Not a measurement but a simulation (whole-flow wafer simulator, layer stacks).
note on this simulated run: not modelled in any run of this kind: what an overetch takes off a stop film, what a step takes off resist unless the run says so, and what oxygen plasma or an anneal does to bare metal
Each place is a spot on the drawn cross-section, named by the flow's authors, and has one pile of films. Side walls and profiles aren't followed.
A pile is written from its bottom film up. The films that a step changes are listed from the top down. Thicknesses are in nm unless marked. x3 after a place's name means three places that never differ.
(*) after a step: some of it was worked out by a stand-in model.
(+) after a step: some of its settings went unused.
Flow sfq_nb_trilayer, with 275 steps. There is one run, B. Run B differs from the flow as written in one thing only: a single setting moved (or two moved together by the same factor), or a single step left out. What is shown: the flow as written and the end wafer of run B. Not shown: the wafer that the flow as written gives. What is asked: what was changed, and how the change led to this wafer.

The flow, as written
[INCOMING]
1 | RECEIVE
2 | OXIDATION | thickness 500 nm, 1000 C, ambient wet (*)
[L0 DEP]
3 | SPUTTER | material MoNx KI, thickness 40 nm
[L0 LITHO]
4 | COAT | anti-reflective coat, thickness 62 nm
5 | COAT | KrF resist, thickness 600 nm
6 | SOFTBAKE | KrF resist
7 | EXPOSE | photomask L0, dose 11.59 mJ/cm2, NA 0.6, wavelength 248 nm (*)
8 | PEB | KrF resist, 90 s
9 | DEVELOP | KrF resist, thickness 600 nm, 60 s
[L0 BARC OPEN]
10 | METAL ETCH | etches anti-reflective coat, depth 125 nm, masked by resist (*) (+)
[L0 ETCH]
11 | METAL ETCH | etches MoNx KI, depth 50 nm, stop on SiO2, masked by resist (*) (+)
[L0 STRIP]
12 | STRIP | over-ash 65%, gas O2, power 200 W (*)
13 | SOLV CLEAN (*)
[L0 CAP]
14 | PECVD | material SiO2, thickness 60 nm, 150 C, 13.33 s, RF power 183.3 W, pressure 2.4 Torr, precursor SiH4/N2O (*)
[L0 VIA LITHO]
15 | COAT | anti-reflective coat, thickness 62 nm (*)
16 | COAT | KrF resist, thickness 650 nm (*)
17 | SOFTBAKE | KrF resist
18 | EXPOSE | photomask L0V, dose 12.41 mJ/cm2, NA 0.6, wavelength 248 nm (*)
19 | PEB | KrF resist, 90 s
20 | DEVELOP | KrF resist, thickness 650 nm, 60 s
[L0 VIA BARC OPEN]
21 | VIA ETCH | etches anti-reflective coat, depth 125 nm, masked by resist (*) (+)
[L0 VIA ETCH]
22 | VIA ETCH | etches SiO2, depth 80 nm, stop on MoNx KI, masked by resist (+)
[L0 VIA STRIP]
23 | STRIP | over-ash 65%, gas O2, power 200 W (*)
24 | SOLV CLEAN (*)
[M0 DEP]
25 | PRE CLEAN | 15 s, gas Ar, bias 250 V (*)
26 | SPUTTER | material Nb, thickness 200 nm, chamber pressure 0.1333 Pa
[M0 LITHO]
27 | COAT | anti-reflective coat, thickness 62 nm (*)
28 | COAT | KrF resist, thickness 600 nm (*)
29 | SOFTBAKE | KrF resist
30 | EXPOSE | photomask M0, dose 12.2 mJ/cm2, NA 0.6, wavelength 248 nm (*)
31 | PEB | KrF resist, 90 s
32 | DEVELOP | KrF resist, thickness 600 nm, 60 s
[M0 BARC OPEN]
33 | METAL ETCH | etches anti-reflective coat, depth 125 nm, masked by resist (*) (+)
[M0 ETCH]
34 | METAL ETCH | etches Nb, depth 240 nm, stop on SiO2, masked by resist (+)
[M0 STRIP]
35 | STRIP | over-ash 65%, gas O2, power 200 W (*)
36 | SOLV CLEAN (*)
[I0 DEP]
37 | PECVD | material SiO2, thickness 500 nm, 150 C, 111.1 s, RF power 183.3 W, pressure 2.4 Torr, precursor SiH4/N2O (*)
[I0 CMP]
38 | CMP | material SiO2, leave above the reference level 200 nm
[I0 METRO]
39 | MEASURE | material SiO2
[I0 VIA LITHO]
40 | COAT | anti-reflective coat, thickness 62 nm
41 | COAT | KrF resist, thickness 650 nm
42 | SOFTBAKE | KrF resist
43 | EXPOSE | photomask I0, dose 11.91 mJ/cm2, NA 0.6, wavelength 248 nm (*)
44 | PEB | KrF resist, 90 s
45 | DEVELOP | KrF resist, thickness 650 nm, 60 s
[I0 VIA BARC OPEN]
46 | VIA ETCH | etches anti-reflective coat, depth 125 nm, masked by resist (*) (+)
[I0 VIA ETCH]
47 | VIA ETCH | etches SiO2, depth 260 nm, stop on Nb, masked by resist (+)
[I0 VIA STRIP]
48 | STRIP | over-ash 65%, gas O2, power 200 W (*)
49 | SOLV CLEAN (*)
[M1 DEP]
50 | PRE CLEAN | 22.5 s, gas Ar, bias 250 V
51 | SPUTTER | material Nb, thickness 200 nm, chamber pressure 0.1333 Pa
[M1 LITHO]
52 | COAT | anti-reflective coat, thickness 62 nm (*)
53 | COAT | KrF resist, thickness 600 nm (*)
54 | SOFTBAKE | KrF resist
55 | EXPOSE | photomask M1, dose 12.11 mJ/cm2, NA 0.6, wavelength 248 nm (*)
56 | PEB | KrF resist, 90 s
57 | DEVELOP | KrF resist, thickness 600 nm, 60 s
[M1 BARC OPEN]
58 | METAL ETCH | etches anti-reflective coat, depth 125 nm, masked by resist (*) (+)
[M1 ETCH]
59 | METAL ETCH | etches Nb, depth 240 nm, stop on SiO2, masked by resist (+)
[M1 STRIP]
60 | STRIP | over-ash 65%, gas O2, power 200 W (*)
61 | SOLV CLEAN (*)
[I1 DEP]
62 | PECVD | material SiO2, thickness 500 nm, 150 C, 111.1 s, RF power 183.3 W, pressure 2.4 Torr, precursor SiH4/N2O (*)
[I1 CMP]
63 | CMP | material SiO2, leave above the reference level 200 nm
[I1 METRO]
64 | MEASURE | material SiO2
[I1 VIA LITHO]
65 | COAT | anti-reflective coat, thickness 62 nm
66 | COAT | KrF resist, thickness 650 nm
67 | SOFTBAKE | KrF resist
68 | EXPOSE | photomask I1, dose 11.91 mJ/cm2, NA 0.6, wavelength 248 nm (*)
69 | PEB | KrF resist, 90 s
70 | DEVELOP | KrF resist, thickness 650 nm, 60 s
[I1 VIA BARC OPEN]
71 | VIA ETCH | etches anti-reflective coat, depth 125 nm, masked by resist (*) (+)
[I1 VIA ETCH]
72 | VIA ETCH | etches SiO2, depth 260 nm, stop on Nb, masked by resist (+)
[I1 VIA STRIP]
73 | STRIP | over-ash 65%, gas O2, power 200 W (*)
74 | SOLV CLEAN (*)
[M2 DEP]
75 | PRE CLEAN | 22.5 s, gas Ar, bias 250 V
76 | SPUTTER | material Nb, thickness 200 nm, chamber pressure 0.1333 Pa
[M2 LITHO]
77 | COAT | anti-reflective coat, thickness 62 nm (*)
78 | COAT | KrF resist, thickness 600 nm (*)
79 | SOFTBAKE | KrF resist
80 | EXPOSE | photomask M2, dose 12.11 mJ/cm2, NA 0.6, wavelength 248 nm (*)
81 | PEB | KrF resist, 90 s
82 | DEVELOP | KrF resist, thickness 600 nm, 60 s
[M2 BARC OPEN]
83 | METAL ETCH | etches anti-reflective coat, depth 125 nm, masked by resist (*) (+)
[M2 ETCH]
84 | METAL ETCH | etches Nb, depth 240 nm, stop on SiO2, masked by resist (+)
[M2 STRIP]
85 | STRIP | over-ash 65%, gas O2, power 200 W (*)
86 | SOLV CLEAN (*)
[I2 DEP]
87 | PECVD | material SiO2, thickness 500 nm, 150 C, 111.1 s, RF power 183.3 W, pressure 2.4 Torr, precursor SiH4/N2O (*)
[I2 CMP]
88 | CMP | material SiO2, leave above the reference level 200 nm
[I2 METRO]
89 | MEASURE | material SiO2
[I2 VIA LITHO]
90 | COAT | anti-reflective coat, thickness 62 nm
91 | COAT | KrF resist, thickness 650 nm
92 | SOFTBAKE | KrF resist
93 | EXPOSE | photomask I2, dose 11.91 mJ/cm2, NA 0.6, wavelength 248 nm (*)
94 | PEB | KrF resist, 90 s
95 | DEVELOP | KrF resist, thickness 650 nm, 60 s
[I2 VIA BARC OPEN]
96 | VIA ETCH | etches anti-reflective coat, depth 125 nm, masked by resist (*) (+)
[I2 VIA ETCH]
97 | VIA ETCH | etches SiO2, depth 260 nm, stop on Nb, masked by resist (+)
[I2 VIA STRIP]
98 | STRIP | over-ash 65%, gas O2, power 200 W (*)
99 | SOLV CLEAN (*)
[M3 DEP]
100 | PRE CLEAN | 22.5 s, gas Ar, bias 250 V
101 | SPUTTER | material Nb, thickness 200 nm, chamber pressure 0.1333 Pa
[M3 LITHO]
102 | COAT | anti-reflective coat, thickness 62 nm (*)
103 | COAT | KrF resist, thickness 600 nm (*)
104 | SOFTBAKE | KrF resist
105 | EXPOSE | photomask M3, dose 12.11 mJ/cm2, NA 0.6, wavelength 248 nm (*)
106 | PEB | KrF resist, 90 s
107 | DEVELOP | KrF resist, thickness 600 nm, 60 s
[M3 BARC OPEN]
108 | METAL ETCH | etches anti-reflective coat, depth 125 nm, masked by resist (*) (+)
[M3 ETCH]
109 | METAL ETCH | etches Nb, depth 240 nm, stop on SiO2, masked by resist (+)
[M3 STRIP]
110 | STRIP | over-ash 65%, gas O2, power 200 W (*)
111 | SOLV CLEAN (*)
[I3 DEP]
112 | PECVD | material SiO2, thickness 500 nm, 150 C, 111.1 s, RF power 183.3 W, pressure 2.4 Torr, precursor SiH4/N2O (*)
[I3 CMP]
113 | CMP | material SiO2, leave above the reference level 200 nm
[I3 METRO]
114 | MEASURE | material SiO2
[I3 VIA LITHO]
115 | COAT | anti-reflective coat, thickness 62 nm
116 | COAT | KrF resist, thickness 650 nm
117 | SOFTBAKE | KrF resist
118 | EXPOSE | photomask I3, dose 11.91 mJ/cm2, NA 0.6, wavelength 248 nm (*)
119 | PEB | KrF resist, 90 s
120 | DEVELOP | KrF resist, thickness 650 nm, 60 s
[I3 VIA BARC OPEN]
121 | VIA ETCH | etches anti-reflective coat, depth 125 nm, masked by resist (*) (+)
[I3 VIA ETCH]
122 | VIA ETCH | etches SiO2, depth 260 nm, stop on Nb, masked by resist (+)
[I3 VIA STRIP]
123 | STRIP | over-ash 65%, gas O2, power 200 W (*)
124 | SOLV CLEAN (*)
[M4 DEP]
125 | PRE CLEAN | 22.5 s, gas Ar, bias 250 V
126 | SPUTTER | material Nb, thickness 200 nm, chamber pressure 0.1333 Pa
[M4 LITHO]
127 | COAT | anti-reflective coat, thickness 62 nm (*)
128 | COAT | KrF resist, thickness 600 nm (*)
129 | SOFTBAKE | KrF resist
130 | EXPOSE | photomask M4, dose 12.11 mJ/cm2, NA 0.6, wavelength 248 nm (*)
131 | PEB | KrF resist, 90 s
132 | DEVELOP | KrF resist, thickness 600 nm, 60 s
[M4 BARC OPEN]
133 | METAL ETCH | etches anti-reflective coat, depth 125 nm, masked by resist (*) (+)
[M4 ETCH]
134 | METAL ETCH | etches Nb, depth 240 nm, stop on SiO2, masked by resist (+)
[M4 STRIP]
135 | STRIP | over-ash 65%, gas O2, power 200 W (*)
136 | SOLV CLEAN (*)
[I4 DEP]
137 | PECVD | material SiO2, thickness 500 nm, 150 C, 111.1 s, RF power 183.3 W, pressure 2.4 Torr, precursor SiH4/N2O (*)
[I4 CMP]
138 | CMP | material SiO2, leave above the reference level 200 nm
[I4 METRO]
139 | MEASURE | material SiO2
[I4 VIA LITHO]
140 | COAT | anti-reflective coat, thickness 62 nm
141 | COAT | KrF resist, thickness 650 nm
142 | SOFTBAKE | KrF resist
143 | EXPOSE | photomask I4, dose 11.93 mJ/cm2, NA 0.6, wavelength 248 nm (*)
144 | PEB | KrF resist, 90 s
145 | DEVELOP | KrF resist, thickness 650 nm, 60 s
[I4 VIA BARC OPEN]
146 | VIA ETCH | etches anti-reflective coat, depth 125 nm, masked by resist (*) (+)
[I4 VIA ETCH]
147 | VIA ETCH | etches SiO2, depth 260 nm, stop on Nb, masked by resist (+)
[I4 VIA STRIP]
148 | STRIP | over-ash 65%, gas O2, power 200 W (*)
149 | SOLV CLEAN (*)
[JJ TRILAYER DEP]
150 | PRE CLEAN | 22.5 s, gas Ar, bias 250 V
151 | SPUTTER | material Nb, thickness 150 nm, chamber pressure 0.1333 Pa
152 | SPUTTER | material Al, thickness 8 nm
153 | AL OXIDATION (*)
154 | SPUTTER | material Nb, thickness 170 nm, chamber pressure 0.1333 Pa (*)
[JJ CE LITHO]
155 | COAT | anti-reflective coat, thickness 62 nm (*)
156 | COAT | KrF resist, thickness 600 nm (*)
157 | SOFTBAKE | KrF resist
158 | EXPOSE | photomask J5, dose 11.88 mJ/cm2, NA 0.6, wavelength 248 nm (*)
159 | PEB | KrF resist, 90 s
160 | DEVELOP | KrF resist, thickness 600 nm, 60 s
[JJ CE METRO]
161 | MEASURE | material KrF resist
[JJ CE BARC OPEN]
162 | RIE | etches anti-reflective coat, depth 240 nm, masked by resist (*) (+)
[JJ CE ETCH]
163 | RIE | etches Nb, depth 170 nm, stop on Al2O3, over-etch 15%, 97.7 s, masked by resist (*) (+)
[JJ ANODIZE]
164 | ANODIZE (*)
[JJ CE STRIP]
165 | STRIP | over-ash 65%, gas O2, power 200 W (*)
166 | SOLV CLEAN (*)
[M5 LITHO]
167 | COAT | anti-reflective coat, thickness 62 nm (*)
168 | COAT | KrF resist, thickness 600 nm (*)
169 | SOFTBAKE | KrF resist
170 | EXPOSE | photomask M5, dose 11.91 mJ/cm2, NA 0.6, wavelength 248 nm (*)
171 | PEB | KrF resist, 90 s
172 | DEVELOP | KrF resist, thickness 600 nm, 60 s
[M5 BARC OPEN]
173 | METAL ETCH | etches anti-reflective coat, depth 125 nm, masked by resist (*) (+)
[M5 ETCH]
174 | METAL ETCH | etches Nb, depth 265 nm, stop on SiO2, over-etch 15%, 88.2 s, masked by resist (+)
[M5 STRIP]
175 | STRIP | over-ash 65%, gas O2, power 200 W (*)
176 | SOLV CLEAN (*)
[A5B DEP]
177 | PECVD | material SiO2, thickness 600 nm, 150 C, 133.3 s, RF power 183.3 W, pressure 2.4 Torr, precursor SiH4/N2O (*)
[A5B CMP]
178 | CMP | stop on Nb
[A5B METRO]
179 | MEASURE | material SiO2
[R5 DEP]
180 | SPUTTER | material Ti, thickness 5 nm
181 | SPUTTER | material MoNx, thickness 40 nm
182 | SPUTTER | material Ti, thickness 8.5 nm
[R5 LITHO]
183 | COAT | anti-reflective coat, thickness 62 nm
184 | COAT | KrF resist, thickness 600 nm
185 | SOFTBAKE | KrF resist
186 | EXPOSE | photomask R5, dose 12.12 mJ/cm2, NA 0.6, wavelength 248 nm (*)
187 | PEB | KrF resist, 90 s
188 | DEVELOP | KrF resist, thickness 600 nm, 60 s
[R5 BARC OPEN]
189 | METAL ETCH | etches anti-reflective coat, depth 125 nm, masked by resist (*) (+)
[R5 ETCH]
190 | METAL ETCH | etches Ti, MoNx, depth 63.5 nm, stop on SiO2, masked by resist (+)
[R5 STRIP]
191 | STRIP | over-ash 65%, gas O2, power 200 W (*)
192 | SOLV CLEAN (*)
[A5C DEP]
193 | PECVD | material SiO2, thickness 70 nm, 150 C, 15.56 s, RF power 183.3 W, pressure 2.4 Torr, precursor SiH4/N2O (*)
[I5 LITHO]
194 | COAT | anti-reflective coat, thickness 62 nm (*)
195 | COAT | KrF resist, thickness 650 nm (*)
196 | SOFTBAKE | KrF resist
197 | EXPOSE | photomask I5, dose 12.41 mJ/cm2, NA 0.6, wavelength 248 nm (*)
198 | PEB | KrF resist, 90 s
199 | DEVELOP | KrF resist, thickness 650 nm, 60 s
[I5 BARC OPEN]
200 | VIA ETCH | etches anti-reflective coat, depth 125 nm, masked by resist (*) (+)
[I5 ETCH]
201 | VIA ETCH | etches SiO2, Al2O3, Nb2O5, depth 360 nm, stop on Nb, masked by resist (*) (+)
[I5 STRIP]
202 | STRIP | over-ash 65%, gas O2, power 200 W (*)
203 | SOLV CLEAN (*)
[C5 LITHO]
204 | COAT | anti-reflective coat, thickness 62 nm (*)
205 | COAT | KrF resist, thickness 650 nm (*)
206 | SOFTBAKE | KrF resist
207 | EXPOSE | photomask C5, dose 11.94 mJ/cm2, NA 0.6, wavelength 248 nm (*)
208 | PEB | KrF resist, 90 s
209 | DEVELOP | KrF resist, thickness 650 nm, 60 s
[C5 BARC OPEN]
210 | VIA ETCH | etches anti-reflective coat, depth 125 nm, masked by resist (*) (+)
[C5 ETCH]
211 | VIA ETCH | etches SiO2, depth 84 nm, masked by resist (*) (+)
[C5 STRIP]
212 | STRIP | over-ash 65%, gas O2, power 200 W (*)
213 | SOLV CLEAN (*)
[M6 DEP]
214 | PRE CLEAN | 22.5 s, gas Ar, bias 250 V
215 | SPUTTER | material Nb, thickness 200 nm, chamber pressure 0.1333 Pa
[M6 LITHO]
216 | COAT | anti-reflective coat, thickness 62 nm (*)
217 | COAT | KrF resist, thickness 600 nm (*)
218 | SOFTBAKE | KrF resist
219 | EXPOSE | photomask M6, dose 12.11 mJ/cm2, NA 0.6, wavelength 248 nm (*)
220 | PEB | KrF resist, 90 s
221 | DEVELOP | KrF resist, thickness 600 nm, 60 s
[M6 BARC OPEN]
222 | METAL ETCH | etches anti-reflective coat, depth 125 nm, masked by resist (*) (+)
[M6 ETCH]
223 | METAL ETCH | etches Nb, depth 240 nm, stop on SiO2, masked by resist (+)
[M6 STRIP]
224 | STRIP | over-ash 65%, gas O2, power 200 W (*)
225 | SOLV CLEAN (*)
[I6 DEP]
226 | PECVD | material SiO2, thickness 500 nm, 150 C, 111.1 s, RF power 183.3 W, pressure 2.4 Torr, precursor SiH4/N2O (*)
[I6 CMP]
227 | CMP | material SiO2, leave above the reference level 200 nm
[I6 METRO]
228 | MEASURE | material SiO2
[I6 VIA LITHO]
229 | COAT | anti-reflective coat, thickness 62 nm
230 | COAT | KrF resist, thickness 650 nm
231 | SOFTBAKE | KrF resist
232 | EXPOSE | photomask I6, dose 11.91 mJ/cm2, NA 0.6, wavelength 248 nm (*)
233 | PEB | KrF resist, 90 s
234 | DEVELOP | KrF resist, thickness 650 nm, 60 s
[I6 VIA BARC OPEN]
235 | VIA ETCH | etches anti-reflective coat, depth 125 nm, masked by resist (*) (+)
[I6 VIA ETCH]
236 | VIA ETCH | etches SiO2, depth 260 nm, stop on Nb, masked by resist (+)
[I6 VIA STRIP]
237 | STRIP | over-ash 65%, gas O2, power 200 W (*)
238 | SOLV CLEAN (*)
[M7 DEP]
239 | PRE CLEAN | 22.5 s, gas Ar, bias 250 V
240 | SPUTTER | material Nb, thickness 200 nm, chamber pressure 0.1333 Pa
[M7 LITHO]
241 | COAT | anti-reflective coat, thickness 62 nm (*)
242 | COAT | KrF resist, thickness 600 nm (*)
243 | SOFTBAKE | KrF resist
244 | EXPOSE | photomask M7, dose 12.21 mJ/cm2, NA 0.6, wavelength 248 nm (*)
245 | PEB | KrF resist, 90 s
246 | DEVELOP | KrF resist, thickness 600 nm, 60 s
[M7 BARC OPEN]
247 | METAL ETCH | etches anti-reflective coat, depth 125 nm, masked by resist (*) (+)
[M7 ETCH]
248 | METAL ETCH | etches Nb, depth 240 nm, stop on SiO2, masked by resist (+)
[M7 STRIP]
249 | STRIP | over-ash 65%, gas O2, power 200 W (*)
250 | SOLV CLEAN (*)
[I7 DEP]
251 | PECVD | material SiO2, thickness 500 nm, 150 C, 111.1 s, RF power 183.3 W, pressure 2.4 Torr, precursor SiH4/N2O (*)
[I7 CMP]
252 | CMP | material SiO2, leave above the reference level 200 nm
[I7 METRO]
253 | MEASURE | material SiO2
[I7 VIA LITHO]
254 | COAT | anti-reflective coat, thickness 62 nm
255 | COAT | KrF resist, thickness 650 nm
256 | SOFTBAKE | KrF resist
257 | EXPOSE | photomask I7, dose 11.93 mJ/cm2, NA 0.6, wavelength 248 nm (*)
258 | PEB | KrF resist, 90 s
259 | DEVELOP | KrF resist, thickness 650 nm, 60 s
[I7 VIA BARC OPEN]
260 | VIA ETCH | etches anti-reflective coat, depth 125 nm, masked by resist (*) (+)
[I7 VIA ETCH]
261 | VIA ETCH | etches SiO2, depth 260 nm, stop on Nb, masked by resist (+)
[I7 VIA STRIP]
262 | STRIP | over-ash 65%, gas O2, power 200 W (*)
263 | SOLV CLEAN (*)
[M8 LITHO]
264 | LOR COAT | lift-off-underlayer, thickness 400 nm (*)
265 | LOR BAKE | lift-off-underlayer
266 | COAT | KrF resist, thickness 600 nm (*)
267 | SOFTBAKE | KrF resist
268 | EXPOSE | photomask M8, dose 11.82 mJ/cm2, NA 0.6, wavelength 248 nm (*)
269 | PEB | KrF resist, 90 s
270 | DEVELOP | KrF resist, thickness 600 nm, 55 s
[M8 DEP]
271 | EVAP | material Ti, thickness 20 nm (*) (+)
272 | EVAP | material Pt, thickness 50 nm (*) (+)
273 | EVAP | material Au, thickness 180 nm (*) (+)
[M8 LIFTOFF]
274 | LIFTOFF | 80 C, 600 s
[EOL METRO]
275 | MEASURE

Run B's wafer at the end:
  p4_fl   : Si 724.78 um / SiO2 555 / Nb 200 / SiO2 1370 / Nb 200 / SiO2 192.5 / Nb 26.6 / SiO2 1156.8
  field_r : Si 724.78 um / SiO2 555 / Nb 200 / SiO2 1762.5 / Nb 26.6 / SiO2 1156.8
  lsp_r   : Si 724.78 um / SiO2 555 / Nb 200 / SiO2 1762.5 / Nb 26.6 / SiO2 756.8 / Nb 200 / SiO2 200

What caused this: step 174, METAL ETCH: depth 135 nm was run, though the flow has depth 265 nm; step 174, METAL ETCH: 45 s was run, where the flow has 88.2 s.

The path from the change to this, step by step:
  174 | METAL ETCH | etches Nb, depth 265 nm, stop on SiO2, over-etch 15%, 88.2 s, masked by resist (+)
      field_l, r_sur, res and 50 more: -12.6 Al2O3 (all of it), -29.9 Nb2O5 (all of it), -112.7 Nb (as written it would have been: -12.6 Al2O3 (all of it), -29.9 Nb2O5 (all of it), -139.2 Nb (all of it), -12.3 SiO2)
      v_sur, via_wl, via_w and 50 more: -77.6 KrF resist (as written it would have been: -152.4 KrF resist)
  175 | STRIP | over-ash 65%, gas O2, power 200 W (*)
      l0r_line_l, l0r_line_c, l0r_space_c and 27 more: -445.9 KrF resist (all of it), -62 anti-reflective coat (all of it) (as written it would have been: -371.2 KrF resist (all of it), -62 anti-reflective coat (all of it))
      v_sur: -423.9 KrF resist (all of it), -44.9 anti-reflective coat (all of it) (as written it would have been: -349.2 KrF resist (all of it), -44.9 anti-reflective coat (all of it))
      (and at 22 other places as well)
  177 | PECVD | material SiO2, thickness 600 nm, 150 C, 133.3 s, RF power 183.3 W, pressure 2.4 Torr, precursor SiH4/N2O (*)
      field_l, p4_fl, p4_fm and 39 more: +600 SiO2 (new film) (as written it would have been: +600 SiO2)
      r_sur, res, r_end, moat, field_r, lsp_l: +600 SiO2 (new film) (as written it would have been: +592.9 SiO2)
      (and at 5 other places as well)
  178 | CMP | stop on Nb
      field_l, p4_fl, p4_fm and 39 more: -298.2 SiO2 (as written it would have been: -259.3 SiO2)
      r_sur, res, r_end, moat, field_r, lsp_l: -298.2 SiO2 (as written it would have been: -252.3 SiO2)
      (and at 5 other places as well)
With metal films that touch counted as one body, p4_fl has 3 bodies (between them, from the top down: SiO2 192.5; SiO2 1370); the flow as written gives 2 bodies (between them, from the top down: SiO2 1370).
With metal films that touch counted as one body, field_r has 2 bodies (between them, from the top down: SiO2 1762.5); the flow as written gives 1 body.
With metal films that touch counted as one body, lsp_r has 3 bodies (between them, from the top down: SiO2 756.8; SiO2 1762.5); the flow as written gives 2 bodies (between them, from the top down: SiO2 2545.9).
